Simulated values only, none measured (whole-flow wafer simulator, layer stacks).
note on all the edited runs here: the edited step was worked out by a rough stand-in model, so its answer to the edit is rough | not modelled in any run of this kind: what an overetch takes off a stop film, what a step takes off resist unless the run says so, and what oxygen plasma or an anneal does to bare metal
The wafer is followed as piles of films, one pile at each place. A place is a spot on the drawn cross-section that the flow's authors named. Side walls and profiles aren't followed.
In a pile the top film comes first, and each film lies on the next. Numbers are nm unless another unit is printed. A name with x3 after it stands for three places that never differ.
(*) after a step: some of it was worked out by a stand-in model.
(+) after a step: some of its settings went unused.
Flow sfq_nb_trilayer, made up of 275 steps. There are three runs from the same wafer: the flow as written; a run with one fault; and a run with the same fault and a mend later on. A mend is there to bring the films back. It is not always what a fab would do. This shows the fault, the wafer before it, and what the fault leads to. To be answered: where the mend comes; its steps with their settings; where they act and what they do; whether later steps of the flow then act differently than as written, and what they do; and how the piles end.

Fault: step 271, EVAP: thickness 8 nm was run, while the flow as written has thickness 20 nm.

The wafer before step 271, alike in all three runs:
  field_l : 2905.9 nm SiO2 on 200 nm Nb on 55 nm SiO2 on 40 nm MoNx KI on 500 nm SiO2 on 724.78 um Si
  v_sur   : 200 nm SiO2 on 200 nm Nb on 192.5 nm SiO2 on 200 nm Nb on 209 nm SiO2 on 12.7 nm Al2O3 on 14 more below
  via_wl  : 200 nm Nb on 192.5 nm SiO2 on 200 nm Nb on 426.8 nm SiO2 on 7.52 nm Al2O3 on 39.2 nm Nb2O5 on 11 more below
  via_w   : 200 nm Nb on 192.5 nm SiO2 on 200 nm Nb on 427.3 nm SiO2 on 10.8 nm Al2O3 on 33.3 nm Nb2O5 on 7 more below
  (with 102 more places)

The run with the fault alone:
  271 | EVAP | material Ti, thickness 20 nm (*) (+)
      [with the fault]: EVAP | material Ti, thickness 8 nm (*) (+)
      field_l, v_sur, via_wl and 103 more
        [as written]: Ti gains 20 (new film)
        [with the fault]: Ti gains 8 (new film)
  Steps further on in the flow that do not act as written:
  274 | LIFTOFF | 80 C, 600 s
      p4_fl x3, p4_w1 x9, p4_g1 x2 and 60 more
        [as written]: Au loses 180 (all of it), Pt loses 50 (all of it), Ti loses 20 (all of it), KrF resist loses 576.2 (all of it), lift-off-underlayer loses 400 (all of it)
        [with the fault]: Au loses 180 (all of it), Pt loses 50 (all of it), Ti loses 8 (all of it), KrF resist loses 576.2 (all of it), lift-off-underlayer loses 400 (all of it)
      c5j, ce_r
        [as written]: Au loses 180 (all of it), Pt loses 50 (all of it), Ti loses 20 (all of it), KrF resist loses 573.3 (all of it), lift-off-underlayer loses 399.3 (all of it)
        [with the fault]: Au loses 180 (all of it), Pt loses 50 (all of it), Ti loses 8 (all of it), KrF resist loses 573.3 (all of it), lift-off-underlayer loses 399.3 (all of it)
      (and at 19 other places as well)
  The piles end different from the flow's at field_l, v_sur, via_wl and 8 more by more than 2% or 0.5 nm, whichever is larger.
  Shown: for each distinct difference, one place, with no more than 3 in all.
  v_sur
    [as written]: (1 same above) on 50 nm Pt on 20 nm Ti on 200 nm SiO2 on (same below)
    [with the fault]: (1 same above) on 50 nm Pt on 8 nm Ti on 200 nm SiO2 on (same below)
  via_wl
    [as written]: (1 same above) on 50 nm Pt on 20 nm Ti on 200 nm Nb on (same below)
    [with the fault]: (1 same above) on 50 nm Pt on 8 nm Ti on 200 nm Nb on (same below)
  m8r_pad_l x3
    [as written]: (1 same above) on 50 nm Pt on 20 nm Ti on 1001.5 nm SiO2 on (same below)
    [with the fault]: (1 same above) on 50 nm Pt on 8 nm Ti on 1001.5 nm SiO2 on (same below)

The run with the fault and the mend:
  The mend stands after step 271.
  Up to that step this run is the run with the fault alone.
  271a | EVAP | material Ti, thickness 12 nm (*) (+) (the flow's step 271, run once more with other settings)
      field_l, v_sur, via_wl and 103 more
        Ti gains 12
  Every later step of the flow that is run acts as written at every place that is followed.
  The piles end the same as the flow's at every place that both follow.
